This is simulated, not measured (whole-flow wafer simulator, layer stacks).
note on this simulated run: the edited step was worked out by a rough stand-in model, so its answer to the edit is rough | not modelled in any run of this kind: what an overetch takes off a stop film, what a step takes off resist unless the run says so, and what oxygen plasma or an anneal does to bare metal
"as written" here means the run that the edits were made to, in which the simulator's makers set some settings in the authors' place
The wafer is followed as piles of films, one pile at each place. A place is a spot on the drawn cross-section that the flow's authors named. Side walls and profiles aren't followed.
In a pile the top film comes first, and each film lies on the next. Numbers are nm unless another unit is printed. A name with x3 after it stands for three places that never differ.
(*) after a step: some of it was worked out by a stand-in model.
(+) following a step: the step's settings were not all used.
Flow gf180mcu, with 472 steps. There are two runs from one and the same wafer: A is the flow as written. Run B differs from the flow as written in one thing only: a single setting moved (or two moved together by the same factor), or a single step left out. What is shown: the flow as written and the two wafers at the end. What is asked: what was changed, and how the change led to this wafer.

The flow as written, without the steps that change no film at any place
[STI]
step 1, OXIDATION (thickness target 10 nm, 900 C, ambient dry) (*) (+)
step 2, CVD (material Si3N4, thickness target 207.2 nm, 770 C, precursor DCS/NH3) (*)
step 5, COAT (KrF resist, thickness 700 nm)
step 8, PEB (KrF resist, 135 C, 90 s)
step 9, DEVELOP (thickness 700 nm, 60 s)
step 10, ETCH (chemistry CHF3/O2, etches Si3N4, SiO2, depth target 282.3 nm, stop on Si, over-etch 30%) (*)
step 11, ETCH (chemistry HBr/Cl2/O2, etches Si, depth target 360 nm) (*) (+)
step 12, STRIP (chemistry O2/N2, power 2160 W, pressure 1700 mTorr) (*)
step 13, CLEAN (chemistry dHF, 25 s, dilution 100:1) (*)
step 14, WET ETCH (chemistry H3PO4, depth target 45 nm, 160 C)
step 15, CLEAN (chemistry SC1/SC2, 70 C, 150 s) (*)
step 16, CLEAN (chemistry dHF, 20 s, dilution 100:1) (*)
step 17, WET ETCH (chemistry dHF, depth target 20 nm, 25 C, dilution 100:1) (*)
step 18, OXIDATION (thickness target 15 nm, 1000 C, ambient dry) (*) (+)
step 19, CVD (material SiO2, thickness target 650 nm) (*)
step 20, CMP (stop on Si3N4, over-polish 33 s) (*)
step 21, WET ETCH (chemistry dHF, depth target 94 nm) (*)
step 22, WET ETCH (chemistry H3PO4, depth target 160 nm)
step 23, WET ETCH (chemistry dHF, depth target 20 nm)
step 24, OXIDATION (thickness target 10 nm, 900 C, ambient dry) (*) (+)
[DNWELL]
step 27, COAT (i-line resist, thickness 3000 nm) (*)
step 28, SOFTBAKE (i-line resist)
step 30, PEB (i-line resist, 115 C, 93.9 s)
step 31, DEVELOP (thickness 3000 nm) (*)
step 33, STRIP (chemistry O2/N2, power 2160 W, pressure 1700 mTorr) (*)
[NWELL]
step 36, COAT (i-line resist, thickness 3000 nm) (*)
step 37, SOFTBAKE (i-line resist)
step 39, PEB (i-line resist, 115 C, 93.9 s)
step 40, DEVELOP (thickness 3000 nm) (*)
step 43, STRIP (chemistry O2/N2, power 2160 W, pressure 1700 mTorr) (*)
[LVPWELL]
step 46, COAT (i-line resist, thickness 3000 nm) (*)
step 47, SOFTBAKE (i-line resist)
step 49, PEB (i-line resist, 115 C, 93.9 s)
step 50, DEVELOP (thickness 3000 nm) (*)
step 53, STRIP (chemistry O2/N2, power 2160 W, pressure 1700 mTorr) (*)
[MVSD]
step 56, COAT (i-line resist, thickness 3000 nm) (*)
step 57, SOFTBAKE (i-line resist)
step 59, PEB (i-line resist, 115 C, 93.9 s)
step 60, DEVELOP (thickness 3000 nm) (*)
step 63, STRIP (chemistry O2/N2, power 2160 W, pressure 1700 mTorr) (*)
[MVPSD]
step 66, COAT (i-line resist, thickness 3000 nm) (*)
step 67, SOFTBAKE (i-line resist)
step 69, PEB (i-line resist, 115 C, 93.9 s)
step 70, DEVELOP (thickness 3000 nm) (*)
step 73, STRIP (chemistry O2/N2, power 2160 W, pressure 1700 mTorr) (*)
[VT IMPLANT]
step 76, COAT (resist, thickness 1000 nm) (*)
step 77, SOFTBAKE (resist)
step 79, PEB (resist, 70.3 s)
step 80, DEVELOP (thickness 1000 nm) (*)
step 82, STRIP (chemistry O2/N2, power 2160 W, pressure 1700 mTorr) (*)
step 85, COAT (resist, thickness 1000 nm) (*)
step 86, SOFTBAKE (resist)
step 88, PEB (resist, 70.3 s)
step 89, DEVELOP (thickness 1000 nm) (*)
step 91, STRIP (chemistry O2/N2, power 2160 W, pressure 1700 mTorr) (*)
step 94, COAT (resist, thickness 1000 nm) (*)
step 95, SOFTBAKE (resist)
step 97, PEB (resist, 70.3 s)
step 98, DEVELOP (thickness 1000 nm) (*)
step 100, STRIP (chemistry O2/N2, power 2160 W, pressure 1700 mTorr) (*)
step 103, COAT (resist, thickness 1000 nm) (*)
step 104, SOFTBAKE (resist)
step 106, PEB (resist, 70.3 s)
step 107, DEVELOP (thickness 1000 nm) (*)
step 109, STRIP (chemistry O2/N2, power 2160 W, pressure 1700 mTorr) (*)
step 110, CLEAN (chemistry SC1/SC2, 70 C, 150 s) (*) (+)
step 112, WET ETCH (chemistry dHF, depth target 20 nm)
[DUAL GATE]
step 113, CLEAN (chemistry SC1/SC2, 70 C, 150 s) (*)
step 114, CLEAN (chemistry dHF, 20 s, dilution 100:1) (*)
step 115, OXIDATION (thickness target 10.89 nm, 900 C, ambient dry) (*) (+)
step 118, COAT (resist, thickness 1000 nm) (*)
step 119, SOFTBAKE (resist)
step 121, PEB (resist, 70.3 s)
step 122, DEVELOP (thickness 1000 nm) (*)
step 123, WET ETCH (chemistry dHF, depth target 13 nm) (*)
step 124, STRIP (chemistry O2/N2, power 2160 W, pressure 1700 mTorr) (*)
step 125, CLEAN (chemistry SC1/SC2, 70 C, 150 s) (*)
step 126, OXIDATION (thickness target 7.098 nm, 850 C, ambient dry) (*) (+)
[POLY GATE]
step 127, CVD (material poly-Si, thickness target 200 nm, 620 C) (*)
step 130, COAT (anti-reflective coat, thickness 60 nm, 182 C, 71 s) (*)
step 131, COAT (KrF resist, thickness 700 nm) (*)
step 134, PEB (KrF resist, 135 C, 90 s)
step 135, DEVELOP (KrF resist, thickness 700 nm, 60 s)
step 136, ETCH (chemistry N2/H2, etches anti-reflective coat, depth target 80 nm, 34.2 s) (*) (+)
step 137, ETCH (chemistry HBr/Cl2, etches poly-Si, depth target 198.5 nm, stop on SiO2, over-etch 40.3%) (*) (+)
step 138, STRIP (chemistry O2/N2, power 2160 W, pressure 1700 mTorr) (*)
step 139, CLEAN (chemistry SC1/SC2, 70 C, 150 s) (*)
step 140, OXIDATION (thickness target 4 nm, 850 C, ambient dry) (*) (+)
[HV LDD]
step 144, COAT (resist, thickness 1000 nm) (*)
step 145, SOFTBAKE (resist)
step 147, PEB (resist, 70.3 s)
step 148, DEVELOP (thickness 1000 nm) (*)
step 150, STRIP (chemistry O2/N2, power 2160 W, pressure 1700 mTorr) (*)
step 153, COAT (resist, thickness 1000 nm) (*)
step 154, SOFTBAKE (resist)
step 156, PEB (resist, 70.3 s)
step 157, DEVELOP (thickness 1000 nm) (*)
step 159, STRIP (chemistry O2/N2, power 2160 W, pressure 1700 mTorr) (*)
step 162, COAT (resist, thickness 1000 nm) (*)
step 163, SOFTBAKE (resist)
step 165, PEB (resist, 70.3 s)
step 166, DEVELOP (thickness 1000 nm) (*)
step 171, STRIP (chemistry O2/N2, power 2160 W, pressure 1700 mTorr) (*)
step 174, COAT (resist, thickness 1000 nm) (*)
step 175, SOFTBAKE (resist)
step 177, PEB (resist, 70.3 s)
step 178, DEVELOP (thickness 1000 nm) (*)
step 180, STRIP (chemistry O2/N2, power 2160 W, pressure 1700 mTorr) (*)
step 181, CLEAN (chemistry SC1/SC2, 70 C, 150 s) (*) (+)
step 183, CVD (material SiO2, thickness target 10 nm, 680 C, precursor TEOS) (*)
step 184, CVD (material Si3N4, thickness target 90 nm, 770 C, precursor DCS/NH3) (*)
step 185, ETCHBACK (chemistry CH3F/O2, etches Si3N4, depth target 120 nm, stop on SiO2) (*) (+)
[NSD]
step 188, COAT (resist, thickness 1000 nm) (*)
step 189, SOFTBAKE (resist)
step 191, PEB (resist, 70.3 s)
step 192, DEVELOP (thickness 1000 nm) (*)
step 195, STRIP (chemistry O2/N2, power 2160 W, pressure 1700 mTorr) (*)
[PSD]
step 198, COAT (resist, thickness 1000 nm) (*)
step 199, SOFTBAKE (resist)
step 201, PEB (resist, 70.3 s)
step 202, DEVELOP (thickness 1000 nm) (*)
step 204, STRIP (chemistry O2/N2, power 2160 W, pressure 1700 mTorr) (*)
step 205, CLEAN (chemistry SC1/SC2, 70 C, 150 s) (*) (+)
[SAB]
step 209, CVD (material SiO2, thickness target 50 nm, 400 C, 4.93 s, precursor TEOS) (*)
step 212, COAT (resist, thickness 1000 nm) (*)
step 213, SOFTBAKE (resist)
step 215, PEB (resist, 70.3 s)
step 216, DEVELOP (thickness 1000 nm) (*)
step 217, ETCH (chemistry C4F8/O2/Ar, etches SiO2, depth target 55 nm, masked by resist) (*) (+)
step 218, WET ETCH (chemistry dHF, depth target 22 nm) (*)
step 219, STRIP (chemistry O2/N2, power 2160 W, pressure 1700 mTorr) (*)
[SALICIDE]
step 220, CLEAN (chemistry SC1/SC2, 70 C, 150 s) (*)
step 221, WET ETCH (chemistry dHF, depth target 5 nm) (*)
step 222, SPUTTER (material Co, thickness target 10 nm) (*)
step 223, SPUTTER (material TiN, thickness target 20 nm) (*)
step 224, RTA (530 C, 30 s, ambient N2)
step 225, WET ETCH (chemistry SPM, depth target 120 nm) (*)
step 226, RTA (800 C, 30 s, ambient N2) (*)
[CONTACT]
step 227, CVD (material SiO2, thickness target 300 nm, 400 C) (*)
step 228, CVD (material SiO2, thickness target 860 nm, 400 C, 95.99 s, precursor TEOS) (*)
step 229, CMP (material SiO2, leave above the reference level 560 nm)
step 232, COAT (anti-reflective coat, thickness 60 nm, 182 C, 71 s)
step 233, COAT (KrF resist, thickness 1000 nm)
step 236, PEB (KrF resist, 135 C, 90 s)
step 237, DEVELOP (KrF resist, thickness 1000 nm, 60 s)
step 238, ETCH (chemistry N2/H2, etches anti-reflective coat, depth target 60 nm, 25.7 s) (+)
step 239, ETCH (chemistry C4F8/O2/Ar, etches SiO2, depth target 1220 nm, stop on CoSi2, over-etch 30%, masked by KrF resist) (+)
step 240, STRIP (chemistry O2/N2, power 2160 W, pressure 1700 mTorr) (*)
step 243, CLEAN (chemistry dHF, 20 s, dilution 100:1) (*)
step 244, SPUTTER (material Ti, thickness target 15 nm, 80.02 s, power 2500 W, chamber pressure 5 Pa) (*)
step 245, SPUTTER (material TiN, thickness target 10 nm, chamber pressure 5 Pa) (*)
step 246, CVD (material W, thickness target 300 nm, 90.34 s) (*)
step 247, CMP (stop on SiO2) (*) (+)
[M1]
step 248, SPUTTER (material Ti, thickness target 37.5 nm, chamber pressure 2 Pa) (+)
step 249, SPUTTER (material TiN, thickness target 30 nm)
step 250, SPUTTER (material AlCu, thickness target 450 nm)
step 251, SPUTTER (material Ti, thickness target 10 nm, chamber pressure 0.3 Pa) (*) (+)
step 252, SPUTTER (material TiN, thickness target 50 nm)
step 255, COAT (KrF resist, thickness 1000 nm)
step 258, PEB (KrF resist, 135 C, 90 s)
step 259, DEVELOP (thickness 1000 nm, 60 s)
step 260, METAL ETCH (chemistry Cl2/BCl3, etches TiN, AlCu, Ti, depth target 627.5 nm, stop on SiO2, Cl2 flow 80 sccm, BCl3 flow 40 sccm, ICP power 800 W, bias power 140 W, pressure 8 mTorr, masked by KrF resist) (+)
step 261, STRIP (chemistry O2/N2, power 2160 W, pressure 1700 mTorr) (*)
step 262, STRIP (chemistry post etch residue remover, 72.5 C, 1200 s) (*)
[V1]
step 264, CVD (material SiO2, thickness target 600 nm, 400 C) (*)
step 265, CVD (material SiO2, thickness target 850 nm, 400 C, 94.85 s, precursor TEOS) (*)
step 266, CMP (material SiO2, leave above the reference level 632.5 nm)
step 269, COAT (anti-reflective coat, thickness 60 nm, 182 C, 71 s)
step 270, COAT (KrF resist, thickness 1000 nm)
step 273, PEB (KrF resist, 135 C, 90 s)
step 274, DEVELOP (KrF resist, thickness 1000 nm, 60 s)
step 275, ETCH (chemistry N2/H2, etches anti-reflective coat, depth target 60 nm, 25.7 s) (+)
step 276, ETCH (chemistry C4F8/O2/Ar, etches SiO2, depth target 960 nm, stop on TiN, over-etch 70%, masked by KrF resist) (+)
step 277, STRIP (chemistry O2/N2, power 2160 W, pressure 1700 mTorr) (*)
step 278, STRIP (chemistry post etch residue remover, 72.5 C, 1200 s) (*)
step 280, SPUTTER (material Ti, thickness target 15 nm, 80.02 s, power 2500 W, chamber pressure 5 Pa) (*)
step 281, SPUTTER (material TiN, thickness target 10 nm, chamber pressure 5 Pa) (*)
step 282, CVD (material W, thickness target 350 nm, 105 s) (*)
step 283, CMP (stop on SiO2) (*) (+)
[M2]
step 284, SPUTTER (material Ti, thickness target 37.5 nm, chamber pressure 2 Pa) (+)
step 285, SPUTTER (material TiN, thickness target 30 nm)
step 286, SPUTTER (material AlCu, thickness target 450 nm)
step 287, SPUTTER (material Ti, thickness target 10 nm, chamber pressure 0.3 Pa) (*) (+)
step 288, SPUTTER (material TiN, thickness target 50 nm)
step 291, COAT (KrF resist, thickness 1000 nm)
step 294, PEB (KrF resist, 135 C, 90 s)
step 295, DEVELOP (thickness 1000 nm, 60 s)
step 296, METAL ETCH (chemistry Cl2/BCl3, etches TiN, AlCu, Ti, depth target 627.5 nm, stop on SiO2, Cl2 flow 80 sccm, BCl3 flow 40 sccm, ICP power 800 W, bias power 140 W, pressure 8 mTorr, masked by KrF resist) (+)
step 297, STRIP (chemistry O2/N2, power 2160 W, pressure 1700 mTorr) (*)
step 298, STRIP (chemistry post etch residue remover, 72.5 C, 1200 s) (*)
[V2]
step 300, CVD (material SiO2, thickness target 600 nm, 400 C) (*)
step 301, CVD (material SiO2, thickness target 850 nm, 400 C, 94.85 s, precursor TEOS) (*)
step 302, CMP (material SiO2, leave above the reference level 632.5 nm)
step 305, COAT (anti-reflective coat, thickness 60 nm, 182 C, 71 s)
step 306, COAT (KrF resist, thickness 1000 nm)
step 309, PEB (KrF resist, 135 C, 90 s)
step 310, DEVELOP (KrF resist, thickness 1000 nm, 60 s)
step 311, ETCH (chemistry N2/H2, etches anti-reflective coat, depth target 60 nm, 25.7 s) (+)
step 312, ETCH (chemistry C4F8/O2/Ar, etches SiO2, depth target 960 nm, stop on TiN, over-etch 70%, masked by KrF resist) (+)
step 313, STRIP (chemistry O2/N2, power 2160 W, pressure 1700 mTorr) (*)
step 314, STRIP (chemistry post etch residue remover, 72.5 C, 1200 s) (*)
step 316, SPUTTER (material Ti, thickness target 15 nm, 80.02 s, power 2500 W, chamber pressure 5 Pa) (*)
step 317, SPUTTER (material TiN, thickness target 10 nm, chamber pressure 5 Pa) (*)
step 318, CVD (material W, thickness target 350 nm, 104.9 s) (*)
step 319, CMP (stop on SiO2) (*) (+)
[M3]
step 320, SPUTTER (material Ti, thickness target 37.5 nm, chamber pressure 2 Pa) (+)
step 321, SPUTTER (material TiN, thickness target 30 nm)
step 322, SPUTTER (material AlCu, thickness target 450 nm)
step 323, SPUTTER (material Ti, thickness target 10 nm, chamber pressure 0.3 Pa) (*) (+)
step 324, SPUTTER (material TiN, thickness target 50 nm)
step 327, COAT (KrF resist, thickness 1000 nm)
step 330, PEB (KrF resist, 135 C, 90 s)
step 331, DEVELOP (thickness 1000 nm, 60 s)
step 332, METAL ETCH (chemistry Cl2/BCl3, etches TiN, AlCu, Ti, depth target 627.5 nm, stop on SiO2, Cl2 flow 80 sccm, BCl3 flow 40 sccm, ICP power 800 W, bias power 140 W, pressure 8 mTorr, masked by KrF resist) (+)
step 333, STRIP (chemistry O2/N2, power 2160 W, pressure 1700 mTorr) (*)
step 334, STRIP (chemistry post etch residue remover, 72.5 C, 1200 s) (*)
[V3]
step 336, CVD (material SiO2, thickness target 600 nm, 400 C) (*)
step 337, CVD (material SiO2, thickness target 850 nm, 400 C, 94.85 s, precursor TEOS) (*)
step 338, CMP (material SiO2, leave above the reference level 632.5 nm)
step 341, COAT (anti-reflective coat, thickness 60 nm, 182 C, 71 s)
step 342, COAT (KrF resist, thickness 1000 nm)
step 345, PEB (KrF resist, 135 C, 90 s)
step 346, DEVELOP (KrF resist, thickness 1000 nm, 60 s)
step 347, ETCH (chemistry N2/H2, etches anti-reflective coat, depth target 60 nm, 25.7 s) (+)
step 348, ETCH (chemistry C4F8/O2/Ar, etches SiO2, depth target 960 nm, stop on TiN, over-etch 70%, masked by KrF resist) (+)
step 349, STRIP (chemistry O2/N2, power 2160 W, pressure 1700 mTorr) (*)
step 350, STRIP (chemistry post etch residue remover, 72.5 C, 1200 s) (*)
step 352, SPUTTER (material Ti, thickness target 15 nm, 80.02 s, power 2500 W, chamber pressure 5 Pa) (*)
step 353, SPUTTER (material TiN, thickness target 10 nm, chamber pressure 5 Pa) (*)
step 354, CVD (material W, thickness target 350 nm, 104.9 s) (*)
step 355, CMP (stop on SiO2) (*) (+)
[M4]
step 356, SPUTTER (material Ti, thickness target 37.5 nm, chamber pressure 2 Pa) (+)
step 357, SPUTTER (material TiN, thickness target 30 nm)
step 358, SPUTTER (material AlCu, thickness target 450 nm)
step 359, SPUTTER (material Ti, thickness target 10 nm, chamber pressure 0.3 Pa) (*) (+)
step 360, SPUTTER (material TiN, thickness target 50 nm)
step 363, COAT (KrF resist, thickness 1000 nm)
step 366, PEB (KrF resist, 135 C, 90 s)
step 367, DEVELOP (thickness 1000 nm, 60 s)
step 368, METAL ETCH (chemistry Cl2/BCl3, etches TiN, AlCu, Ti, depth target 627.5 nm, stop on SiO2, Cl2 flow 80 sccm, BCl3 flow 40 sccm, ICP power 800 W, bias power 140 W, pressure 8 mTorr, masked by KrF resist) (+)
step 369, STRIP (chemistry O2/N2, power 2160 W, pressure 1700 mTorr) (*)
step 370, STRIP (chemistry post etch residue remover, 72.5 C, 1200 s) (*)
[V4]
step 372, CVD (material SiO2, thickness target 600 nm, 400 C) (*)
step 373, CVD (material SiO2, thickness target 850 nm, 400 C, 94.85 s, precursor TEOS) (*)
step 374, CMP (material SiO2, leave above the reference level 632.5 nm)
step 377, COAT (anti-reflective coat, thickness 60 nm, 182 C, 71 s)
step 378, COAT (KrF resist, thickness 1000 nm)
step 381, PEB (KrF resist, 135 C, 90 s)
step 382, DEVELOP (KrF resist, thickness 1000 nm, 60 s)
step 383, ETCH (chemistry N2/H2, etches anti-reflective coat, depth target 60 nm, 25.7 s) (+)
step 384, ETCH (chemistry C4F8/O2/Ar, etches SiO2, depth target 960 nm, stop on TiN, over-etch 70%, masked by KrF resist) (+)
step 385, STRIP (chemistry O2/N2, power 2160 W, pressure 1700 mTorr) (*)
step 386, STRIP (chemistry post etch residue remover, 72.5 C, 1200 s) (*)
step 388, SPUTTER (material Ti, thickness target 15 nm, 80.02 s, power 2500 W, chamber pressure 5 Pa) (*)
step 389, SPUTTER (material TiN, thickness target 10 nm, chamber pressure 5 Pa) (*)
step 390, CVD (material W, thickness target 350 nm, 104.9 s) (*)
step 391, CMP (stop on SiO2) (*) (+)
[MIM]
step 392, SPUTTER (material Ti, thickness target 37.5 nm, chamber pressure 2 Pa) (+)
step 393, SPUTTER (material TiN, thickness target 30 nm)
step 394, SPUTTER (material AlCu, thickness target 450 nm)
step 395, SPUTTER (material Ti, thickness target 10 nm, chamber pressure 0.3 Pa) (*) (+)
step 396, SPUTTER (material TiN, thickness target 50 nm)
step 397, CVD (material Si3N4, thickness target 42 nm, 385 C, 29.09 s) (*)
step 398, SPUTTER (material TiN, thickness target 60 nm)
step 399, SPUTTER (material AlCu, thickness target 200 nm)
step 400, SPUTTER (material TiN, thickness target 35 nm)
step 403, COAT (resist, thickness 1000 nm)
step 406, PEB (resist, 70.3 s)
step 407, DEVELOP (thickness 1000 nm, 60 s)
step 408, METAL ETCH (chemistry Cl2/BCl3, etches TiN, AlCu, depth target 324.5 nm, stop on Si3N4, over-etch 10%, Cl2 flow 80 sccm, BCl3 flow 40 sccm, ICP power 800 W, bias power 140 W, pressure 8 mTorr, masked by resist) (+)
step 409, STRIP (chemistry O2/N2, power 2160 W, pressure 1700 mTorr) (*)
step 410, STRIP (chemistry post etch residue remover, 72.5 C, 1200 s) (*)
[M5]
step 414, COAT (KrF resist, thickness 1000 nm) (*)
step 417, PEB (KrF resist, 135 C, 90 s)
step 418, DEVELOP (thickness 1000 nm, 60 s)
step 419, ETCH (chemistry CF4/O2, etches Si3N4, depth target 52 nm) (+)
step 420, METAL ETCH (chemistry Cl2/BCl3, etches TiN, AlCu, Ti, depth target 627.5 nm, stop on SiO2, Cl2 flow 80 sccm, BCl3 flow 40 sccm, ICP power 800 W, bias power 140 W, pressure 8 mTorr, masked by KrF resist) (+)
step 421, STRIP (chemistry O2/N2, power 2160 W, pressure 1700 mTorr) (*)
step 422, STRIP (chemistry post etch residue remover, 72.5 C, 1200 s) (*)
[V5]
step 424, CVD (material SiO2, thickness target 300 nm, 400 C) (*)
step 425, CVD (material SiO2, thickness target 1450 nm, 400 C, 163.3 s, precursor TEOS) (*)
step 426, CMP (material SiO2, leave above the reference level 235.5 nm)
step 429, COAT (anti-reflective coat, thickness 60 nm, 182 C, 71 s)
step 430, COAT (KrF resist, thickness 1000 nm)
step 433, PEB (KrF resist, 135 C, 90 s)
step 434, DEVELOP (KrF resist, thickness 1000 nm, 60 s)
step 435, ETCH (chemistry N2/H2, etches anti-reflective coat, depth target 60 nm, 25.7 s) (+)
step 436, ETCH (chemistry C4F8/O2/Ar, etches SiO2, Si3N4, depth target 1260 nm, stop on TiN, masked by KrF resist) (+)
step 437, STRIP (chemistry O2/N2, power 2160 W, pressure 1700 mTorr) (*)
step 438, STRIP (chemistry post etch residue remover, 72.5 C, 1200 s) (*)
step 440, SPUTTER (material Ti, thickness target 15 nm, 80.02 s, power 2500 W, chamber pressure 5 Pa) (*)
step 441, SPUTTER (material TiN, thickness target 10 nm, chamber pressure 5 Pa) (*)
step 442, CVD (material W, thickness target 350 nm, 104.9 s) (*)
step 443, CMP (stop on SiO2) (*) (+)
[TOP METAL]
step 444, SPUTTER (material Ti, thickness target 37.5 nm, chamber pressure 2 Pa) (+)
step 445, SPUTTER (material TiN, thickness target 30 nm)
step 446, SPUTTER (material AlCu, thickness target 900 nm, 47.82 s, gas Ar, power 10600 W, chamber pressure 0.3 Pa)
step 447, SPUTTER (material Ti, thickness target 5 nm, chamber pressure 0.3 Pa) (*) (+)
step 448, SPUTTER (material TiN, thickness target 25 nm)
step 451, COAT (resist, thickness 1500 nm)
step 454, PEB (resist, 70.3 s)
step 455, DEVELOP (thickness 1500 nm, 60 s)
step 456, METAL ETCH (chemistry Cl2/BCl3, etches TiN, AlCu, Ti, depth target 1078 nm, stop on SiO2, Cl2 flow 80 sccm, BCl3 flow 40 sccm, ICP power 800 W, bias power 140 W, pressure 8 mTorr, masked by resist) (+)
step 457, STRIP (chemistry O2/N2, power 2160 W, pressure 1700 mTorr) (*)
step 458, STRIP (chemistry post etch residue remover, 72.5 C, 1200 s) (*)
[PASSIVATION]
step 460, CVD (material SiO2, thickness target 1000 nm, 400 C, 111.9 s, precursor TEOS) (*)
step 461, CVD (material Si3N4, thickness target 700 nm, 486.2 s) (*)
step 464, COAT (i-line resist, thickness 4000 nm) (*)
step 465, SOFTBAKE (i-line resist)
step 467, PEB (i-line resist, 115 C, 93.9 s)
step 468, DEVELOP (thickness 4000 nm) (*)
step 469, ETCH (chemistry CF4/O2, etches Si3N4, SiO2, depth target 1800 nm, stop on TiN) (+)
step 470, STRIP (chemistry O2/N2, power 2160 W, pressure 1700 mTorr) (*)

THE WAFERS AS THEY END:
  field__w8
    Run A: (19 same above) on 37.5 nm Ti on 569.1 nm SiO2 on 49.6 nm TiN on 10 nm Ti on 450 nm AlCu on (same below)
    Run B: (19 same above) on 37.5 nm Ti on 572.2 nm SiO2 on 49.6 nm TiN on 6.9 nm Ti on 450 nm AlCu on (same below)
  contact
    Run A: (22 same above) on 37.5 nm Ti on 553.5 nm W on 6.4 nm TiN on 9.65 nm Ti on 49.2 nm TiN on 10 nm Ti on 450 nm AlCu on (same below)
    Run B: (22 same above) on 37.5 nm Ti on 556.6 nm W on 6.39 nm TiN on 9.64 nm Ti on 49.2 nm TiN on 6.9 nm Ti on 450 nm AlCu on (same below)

Cause: step 323, SPUTTER: thickness target 6.9 nm was run, whereas the flow has thickness target 10 nm.
The wafer itself shows it: field__w8 has Ti 6.9, and step 323 as written asks for 10 nm.

Step by step, how the change led to this:
  step 323, SPUTTER (material Ti, thickness target 10 nm, chamber pressure 0.3 Pa) (*) (+)
      field, field__w1, field__w2 and 108 more: A +10 Ti (new film) | B +6.9 Ti (new film)
  step 332, METAL ETCH (chemistry Cl2/BCl3, etches TiN, AlCu, Ti, depth target 627.5 nm, stop on SiO2, Cl2 flow 80 sccm, BCl3 flow 40 sccm, ICP power 800 W, bias power 140 W, pressure 8 mTorr, masked by KrF resist) (+)
      field, field__w1, field__w2 and 103 more: A -50 TiN (all of it), -10 Ti (all of it), -450 AlCu (all of it), -30 TiN (all of it), -37.5 Ti (all of it) | B -50 TiN (all of it), -6.9 Ti (all of it), -450 AlCu (all of it), -30 TiN (all of it), -37.5 Ti (all of it)
